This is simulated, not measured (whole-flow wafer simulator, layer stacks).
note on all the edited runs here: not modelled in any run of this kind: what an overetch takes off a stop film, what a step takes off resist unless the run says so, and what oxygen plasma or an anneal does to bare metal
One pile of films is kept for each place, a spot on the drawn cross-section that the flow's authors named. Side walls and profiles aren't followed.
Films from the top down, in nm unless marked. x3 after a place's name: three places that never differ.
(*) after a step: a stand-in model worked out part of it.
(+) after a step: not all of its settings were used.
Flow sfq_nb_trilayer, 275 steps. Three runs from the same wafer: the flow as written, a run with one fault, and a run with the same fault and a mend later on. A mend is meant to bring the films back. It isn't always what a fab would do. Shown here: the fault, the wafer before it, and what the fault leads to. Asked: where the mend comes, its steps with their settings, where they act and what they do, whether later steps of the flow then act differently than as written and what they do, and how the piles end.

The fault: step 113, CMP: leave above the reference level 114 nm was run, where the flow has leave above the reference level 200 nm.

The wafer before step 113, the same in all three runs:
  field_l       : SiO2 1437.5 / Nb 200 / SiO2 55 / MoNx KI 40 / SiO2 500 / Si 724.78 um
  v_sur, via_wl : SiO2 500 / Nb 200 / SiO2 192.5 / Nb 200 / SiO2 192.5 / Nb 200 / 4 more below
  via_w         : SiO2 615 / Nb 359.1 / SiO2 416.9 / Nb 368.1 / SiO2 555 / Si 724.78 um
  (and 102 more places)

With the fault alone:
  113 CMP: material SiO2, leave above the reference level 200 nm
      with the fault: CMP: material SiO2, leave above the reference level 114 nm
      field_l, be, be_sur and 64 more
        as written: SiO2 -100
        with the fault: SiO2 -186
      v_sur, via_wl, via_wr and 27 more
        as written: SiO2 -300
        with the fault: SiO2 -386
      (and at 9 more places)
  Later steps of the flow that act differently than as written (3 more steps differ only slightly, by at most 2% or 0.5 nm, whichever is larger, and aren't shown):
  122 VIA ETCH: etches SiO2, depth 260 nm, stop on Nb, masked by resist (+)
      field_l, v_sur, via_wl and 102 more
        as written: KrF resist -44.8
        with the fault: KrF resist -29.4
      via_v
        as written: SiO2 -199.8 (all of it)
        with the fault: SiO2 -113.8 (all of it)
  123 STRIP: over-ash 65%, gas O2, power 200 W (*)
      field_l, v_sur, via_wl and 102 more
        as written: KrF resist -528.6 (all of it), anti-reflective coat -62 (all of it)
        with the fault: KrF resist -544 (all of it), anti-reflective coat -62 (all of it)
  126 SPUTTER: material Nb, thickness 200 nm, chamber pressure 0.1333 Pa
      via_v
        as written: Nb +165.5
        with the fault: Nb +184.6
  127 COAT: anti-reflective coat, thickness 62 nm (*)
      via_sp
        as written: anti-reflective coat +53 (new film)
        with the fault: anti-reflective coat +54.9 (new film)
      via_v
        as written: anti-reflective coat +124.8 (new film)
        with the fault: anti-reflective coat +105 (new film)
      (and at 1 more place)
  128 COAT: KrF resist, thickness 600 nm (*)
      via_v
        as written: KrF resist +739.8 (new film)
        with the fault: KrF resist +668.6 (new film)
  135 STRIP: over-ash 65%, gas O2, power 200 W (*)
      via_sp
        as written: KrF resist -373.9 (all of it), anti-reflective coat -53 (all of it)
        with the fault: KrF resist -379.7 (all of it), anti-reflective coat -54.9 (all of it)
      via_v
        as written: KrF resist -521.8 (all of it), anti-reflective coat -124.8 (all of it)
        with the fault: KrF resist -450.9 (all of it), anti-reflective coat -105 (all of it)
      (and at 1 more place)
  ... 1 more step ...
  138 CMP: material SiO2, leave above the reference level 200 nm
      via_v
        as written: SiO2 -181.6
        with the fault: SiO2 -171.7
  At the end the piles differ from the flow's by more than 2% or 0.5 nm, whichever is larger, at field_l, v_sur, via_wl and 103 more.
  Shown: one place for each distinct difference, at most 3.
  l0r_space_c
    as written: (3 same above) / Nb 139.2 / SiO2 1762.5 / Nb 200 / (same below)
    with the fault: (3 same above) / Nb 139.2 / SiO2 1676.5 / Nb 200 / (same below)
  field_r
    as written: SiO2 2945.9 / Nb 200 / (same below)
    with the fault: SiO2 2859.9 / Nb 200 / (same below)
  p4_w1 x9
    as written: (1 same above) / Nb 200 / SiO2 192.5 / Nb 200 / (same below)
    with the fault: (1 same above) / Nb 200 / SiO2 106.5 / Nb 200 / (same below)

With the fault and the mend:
  The mend comes after step 114.
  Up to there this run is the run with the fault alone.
  114a PECVD: material SiO2, thickness 86 nm, 150 C, 19.11 s, RF power 183.3 W, pressure 2.4 Torr, precursor SiH4/N2O (the flow's step 112 once more, with other settings)
      field_l, v_sur, via_wl and 103 more
        SiO2 +86
  No later step of the flow acts differently than as written at any place that is followed.
  At the end the piles are the same as the flow's at every place that both follow.
